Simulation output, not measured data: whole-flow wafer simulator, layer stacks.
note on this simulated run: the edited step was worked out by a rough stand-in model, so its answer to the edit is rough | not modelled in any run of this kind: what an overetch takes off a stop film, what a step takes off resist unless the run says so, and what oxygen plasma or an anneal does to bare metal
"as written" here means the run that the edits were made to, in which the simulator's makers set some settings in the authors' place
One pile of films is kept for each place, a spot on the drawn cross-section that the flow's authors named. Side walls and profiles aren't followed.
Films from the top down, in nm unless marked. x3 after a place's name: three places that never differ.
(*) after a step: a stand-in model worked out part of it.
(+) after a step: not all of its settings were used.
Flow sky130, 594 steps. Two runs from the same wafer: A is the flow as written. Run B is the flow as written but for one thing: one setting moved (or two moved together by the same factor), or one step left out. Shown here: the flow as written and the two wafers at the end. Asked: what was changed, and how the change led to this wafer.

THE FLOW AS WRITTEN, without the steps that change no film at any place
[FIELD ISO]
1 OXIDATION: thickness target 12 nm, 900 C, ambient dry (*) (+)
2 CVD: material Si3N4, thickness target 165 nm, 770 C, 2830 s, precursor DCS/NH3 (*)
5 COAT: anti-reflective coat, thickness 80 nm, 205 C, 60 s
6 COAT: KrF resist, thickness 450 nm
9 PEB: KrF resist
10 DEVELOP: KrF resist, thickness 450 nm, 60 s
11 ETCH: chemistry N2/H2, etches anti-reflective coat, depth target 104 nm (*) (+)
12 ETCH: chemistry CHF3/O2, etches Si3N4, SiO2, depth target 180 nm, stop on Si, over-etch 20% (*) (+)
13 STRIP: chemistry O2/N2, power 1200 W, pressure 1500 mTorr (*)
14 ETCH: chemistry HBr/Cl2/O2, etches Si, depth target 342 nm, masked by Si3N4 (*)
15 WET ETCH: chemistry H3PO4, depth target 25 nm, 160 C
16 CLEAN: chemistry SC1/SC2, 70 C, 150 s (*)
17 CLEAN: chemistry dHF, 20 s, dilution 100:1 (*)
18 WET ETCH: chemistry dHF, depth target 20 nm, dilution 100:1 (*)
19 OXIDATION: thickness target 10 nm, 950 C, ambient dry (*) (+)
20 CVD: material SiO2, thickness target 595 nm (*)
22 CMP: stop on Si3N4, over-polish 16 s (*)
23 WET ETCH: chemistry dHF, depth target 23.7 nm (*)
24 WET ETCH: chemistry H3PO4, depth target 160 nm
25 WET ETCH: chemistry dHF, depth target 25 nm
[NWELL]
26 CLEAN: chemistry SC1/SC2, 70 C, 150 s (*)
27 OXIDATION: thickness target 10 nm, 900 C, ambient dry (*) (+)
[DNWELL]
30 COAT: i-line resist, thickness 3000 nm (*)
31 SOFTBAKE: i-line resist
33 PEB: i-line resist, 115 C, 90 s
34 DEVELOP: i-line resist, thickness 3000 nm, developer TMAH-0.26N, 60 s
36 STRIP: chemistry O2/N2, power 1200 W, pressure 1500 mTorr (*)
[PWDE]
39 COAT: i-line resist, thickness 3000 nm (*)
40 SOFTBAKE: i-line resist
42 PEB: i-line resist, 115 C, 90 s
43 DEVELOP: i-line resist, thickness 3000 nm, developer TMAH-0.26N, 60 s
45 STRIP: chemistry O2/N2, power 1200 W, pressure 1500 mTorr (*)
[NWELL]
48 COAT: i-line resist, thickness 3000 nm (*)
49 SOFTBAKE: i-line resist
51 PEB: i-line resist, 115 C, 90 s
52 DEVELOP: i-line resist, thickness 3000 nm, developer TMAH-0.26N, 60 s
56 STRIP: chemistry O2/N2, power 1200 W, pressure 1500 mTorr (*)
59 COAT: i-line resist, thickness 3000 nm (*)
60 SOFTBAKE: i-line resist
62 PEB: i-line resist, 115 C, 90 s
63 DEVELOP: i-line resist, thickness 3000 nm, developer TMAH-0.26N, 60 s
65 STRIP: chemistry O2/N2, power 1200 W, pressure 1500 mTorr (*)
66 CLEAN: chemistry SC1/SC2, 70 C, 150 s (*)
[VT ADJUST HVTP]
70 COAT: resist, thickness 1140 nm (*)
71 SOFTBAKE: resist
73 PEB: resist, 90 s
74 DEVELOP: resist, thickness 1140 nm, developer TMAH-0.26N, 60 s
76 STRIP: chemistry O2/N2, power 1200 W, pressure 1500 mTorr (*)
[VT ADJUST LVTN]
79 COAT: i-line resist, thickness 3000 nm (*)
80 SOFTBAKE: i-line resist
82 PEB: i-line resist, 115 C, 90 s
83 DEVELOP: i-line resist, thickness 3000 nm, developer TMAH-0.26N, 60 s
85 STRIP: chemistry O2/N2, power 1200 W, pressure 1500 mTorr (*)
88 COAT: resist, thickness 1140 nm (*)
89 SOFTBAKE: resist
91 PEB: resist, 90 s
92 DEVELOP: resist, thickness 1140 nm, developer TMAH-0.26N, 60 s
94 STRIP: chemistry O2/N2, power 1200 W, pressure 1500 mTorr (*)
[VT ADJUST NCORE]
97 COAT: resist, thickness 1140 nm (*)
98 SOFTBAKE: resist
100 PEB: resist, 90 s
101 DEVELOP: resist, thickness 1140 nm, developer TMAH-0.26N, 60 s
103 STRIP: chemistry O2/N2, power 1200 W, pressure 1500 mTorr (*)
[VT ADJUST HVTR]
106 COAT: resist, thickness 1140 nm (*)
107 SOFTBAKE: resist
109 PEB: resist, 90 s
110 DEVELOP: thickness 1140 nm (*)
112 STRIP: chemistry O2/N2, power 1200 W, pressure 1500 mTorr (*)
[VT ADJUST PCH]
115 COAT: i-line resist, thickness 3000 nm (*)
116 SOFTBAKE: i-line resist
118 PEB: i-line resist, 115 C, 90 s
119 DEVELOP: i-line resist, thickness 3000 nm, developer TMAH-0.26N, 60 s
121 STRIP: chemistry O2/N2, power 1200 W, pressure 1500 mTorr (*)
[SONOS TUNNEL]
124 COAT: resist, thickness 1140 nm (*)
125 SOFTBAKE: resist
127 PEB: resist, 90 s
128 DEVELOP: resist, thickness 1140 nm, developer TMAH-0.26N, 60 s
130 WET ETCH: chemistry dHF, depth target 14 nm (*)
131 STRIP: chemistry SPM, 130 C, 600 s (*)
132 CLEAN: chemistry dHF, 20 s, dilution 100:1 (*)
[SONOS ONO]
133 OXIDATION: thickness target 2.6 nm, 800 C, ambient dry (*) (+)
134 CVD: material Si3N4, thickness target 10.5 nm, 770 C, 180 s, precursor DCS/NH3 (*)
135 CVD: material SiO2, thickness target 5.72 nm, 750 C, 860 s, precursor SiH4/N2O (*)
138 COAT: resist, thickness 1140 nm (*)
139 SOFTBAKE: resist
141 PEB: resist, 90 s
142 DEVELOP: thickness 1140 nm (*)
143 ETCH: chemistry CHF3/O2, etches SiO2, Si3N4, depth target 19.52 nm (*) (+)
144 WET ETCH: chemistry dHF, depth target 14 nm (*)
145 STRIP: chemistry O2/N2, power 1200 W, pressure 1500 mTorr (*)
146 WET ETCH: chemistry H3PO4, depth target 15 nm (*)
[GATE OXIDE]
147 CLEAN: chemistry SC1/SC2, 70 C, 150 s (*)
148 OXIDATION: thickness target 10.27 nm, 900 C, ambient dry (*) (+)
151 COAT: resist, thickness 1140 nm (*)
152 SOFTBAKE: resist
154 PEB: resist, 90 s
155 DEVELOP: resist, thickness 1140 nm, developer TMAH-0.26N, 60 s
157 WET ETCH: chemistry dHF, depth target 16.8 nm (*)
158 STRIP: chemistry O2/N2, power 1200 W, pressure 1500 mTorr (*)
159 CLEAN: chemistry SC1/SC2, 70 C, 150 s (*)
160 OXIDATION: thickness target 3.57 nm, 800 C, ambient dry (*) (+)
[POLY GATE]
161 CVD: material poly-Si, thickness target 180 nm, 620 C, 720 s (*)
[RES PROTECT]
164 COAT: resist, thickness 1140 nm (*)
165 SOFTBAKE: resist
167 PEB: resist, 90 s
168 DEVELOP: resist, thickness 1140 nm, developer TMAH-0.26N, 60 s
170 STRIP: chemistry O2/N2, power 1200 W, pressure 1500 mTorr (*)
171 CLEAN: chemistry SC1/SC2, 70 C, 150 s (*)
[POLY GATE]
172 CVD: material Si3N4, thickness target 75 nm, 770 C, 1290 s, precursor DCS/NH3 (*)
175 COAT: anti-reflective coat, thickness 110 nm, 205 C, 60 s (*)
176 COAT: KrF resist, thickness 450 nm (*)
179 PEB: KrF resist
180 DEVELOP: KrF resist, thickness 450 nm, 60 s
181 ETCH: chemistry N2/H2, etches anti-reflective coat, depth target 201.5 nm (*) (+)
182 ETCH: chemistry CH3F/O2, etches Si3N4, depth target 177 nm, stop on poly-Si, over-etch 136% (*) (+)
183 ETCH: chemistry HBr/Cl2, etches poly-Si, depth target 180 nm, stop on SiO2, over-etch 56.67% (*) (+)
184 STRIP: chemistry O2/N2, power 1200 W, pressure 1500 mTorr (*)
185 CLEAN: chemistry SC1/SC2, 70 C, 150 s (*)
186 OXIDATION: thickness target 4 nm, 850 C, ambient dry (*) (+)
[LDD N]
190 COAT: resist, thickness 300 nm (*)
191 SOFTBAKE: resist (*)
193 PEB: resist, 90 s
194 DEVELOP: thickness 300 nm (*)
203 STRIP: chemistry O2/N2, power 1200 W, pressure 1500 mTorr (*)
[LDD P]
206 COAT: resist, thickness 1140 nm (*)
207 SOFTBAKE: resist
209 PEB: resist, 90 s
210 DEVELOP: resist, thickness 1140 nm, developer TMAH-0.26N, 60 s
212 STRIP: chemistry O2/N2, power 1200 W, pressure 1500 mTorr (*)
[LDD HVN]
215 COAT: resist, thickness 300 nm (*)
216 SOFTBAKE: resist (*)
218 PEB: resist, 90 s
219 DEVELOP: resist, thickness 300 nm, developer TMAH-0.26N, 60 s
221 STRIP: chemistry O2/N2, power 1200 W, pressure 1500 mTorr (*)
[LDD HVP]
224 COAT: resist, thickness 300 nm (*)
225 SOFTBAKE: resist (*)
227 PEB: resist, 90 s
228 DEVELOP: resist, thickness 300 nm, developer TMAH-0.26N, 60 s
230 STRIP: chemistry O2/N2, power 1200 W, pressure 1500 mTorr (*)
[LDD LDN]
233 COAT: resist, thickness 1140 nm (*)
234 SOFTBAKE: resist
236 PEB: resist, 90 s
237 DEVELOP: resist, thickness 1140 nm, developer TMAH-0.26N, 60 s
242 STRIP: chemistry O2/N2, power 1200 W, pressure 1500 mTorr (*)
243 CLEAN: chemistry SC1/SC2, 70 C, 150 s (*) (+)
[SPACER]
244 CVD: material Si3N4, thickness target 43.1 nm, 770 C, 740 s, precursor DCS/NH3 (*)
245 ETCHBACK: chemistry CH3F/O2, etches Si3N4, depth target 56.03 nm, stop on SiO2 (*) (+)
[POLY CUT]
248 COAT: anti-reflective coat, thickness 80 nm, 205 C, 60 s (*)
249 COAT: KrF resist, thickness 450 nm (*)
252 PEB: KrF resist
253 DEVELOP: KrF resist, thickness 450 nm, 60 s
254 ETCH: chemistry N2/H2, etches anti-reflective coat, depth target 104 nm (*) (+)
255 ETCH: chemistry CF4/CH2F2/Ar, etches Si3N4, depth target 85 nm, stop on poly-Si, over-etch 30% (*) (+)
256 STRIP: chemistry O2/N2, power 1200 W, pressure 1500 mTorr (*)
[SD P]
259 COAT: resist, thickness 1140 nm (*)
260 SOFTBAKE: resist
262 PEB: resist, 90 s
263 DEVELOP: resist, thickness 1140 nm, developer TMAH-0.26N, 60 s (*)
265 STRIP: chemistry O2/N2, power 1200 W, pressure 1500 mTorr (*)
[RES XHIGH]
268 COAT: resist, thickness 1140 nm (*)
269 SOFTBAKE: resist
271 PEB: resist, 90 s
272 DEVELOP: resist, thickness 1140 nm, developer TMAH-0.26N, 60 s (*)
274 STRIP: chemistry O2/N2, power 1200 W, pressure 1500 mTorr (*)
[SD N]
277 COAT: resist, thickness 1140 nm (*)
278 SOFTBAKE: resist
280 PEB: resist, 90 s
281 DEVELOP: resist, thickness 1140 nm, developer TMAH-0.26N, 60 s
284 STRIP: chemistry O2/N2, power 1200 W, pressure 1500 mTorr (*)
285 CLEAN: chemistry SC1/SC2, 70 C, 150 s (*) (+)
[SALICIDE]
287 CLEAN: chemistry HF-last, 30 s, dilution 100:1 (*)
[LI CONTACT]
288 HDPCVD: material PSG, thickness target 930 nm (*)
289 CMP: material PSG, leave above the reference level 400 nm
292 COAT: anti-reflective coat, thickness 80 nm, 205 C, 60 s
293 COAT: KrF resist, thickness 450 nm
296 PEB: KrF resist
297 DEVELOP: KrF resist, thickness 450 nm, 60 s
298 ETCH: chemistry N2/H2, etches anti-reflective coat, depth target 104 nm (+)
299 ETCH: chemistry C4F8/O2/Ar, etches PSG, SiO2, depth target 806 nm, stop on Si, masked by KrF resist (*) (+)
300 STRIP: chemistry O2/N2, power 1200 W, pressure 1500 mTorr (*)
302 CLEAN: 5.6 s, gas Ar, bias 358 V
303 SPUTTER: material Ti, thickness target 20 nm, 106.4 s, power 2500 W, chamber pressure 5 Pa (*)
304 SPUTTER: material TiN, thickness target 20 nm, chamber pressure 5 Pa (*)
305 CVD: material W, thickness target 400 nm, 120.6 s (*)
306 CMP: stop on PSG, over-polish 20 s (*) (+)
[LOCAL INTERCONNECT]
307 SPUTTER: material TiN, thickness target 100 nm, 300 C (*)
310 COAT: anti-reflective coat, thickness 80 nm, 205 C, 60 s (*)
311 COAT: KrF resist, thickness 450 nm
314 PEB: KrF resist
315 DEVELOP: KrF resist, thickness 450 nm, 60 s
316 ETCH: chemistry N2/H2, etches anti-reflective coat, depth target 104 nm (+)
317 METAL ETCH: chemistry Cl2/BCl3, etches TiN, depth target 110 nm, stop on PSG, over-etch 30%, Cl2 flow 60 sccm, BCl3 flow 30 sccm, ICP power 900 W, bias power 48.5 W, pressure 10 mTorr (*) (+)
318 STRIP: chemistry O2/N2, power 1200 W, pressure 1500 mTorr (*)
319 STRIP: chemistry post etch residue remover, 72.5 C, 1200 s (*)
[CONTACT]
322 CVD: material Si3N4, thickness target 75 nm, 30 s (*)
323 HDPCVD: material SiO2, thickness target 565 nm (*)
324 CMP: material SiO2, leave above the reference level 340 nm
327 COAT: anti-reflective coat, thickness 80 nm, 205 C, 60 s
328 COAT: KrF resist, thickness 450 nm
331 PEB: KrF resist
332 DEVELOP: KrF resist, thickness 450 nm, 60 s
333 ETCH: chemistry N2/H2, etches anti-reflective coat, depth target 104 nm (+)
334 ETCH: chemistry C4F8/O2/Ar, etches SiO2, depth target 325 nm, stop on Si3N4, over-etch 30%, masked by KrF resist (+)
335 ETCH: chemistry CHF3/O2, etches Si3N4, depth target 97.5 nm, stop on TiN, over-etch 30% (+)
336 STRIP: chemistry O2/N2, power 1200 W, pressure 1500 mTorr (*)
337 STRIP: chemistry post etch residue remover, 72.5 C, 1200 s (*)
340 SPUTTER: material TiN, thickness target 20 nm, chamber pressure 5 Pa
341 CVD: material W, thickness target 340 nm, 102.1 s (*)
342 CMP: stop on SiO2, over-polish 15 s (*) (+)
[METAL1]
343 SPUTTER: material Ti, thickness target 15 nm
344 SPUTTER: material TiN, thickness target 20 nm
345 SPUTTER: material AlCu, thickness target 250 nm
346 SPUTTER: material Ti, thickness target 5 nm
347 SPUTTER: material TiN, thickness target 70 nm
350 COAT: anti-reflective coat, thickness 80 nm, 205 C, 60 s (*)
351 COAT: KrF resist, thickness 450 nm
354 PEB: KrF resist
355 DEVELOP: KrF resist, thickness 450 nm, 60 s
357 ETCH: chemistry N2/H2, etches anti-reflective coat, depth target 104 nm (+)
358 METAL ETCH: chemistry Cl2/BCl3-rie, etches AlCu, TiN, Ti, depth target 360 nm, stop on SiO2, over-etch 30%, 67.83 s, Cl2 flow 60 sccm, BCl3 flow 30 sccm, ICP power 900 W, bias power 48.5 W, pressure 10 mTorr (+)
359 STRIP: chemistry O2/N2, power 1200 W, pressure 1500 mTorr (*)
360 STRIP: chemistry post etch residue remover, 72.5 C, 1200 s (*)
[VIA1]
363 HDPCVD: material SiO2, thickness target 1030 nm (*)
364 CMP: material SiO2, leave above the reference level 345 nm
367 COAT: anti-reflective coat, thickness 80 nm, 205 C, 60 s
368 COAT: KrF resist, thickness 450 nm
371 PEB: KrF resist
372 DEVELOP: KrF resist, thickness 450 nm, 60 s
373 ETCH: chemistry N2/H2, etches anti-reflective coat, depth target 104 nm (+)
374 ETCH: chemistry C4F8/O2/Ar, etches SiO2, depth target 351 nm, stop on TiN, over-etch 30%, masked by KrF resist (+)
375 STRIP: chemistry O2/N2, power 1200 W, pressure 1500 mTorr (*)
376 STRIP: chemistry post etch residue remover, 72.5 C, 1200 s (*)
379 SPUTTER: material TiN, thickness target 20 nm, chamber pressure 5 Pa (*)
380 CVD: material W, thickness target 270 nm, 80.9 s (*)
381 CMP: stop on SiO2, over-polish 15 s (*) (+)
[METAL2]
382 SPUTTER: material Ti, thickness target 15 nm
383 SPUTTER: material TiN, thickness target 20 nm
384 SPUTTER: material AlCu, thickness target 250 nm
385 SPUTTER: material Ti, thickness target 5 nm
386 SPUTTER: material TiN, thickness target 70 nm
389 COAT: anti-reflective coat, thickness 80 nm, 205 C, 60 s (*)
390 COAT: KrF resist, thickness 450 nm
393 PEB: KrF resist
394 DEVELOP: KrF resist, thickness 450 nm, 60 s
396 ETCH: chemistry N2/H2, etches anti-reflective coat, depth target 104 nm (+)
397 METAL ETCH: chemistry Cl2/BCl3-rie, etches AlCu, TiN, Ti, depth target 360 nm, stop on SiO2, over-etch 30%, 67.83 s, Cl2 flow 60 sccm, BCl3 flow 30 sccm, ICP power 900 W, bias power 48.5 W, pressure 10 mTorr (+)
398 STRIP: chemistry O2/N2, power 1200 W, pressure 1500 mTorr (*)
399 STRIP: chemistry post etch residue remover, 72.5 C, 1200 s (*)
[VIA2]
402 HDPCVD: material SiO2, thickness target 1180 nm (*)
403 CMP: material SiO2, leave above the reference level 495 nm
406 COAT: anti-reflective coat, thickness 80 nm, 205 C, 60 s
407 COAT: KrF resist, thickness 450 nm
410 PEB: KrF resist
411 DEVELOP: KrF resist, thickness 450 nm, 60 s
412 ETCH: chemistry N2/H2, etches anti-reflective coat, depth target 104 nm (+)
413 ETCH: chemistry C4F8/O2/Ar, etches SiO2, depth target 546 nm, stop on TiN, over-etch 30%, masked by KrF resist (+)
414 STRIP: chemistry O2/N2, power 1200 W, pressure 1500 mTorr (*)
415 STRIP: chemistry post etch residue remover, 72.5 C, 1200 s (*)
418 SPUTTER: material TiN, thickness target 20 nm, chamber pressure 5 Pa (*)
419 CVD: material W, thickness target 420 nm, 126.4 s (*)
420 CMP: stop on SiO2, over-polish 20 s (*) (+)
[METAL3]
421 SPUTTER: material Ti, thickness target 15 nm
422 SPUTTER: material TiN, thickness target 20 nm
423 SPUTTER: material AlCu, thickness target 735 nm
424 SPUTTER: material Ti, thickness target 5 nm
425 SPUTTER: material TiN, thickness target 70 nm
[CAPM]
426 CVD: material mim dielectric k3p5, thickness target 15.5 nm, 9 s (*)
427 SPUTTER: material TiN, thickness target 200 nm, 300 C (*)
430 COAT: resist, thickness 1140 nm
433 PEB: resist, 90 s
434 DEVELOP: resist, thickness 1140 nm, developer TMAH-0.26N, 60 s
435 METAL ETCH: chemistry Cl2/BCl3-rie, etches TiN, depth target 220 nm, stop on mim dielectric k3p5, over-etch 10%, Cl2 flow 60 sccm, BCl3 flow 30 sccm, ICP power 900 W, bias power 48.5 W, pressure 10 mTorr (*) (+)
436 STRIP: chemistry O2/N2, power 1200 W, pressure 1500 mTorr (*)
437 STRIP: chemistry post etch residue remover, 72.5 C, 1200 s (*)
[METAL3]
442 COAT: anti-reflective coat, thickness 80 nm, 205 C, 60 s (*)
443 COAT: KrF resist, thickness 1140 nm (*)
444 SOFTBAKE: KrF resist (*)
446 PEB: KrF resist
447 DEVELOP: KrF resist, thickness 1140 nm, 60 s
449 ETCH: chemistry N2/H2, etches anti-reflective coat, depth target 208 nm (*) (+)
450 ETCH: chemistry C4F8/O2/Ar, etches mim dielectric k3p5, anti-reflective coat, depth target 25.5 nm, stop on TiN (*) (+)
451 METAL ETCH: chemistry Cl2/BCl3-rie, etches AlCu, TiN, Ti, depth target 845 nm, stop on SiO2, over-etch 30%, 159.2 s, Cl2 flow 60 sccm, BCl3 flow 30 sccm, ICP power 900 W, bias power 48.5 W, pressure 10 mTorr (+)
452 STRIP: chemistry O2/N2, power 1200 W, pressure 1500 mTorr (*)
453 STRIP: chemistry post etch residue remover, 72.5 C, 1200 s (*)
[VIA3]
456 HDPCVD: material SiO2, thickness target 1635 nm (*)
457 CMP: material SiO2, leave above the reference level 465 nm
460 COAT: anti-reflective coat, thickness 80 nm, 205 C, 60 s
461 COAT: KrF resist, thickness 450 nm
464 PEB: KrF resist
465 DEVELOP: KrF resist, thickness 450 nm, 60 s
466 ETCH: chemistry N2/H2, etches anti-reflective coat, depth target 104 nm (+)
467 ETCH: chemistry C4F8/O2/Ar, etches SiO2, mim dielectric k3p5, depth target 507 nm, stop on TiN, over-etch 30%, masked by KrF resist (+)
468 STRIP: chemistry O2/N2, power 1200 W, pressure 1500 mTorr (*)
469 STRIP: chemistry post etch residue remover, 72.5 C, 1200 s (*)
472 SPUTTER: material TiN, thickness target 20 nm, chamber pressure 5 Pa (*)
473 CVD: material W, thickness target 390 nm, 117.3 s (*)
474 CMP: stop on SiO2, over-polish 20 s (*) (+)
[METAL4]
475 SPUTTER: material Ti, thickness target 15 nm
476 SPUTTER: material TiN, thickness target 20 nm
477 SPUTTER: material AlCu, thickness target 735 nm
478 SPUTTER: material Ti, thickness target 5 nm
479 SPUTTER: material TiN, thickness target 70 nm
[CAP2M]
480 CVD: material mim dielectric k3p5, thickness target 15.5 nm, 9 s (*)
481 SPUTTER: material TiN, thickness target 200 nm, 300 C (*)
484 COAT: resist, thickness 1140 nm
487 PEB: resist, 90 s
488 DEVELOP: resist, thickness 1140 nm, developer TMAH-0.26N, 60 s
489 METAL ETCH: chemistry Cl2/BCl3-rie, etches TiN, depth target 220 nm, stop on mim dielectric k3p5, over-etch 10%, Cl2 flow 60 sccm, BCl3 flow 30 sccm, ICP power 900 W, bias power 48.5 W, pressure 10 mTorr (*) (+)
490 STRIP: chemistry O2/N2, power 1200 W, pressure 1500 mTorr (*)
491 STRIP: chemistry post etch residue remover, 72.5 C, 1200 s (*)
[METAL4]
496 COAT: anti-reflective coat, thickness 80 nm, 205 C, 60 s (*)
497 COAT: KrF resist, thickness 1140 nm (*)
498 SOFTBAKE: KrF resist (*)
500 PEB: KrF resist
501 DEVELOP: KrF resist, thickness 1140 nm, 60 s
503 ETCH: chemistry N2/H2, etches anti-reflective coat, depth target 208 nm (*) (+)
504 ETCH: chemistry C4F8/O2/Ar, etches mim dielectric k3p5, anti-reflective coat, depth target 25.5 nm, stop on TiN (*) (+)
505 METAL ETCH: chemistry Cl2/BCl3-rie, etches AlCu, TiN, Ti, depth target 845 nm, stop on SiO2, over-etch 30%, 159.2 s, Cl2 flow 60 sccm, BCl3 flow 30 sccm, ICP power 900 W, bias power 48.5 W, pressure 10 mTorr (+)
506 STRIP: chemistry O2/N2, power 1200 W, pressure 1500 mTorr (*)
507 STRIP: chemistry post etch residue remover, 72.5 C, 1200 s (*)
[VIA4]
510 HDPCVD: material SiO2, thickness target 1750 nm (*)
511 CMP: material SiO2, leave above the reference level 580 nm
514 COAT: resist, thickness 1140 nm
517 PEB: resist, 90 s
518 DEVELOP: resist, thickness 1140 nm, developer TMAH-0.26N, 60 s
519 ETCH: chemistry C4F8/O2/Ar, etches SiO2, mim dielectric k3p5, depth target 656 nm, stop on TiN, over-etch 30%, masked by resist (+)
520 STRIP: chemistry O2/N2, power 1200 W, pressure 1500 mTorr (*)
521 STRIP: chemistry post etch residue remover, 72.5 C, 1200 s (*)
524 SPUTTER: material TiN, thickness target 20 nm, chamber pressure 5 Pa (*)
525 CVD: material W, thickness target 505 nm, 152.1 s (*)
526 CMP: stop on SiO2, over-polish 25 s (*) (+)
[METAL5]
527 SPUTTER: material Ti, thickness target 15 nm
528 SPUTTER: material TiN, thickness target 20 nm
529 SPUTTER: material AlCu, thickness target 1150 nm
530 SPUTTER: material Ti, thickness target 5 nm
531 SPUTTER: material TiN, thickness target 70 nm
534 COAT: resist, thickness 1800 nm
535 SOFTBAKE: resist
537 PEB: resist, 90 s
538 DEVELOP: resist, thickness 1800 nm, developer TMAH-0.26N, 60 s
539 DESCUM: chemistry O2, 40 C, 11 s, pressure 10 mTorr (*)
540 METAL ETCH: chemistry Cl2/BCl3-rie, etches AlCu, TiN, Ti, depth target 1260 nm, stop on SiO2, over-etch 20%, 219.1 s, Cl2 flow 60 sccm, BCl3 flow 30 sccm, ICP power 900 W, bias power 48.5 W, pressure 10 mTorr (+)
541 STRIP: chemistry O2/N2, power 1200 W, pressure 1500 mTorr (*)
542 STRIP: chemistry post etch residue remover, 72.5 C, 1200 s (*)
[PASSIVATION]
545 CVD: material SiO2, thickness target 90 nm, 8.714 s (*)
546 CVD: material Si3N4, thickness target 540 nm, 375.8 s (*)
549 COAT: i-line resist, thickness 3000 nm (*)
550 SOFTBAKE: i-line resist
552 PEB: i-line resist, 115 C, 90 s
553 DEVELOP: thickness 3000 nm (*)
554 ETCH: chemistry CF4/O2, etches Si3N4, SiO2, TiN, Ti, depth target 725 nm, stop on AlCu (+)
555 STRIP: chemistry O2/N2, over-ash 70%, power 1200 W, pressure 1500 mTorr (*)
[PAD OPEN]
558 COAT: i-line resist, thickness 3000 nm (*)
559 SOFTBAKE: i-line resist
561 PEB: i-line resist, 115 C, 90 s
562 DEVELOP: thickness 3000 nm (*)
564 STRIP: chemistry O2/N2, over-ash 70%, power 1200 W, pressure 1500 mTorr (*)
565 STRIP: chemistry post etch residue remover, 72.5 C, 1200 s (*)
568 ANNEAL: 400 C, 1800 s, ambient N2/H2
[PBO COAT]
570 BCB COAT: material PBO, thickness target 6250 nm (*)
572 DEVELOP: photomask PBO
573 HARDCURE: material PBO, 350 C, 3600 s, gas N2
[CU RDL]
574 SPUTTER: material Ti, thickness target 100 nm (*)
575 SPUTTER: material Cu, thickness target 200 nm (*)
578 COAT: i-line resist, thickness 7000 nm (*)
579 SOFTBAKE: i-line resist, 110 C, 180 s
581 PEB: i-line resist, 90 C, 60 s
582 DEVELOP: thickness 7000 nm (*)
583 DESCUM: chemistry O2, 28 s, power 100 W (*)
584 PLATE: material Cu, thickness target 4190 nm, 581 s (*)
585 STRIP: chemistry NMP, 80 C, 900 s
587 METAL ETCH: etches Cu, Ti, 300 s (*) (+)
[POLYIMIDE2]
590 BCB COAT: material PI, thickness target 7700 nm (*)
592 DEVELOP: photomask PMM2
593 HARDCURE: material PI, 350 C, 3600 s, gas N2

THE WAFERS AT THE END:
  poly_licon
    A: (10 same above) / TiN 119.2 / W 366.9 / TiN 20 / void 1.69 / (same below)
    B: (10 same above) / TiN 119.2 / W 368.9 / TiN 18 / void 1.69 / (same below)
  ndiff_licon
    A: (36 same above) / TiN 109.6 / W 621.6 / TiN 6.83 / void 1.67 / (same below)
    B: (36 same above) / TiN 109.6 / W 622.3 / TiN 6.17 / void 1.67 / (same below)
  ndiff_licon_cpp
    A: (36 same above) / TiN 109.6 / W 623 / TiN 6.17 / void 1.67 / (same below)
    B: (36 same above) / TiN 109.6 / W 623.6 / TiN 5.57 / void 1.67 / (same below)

The cause: step 304, SPUTTER: thickness target 18 nm was run, where the flow has thickness target 20 nm.
It can be read off the wafer: poly_licon has TiN 18, and step 304 as written asks for 20 nm.

How the change led to this, step by step:
  304 SPUTTER: material TiN, thickness target 20 nm, chamber pressure 5 Pa (*)
      field, active, n_well and 185 more: A TiN +20 (new film) | B TiN +18 (new film)
      ndiff_licon: A TiN +6.83 (new film) | B TiN +6.17 (new film)
      (and at 2 more places)
  306 CMP: stop on PSG, over-polish 20 s (*) (+)
      field, active, n_well and 184 more: A W -400 (all of it), TiN -20 (all of it), Ti -20 (all of it), PSG -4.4 | B W -400 (all of it), TiN -18 (all of it), Ti -20 (all of it), PSG -4.4
      poly_licon: A W -33.1 | B W -31.1
